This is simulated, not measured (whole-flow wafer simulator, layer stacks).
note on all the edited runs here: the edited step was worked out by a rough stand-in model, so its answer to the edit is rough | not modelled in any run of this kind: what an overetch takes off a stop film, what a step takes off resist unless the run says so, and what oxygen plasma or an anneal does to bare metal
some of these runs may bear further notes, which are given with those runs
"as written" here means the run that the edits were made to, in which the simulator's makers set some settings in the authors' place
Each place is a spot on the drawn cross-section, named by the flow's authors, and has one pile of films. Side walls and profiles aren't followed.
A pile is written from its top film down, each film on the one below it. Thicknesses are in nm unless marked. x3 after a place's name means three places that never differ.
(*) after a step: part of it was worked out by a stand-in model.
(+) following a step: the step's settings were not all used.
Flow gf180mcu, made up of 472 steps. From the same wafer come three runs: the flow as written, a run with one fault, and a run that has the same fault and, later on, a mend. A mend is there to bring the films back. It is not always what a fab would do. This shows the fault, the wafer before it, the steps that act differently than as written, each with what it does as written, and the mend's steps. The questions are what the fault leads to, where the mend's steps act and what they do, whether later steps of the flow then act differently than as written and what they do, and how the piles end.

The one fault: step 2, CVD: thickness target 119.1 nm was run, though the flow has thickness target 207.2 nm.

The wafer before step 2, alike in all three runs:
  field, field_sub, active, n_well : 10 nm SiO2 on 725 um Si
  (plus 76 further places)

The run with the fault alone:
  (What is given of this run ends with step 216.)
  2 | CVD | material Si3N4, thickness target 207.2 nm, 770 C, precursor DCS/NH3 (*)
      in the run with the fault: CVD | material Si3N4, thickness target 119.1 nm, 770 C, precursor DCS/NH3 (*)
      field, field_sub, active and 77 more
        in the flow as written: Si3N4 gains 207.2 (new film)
        in the run with the fault: Si3N4 gains 119.1 (new film)
  Steps further on in the flow that do not act as written (8 more steps, not shown, differ only slightly: by at most 2% or 0.5 nm, whichever is larger):
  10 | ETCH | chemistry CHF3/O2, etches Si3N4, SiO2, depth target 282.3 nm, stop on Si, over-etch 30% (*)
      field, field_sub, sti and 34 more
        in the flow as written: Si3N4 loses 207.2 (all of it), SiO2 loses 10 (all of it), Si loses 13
        in the run with the fault: Si3N4 loses 119.1 (all of it), SiO2 loses 10 (all of it), Si loses 30.6
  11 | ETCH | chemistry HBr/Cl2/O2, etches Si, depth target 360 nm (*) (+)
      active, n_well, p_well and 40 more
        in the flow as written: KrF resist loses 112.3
        in the run with the fault: KrF resist loses 106.5
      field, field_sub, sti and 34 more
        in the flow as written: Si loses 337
        in the run with the fault: Si loses 319.4
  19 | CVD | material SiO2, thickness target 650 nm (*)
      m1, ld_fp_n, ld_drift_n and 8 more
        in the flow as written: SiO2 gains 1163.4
        in the run with the fault: SiO2 gains 1075.3
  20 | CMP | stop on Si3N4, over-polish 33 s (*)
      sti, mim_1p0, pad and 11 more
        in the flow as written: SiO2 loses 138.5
        in the run with the fault: SiO2 loses 226.5
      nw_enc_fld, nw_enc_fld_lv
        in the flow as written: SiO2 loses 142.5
        in the run with the fault: SiO2 loses 230.5
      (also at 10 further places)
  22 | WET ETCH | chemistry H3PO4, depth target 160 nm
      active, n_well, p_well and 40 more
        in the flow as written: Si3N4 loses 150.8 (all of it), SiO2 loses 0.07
        in the run with the fault: Si3N4 loses 62.7 (all of it), SiO2 loses 0.76
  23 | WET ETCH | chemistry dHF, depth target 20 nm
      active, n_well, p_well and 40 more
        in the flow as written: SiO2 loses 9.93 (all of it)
        in the run with the fault: SiO2 loses 9.24 (all of it)
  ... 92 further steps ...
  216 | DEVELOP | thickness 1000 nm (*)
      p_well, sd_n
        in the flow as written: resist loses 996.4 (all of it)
        in the run with the fault: resist loses 910.9 (all of it)
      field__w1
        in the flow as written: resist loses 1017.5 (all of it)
        in the run with the fault: resist loses 1059.4 (all of it)
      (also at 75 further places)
  After step 216, at field, field__w1, field__w2 and 68 more, the piles differ from the flow's by more than 2% or 0.5 nm, whichever is larger.
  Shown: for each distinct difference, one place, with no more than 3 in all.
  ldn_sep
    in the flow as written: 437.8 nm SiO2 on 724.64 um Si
    in the run with the fault: 350.4 nm SiO2 on 724.63 um Si
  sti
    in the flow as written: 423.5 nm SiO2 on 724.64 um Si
    in the run with the fault: 336.2 nm SiO2 on 724.63 um Si
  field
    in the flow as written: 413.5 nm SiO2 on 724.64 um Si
    in the run with the fault: 326.2 nm SiO2 on 724.63 um Si

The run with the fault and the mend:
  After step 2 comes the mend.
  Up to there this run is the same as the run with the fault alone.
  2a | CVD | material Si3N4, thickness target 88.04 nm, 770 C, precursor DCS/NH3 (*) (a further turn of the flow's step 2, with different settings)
      field, field_sub, active and 77 more
        Si3N4 gains 88
  Later steps of the flow that are run all act as written at every place that is followed.
  The piles end the same as the flow's at every place that both follow.
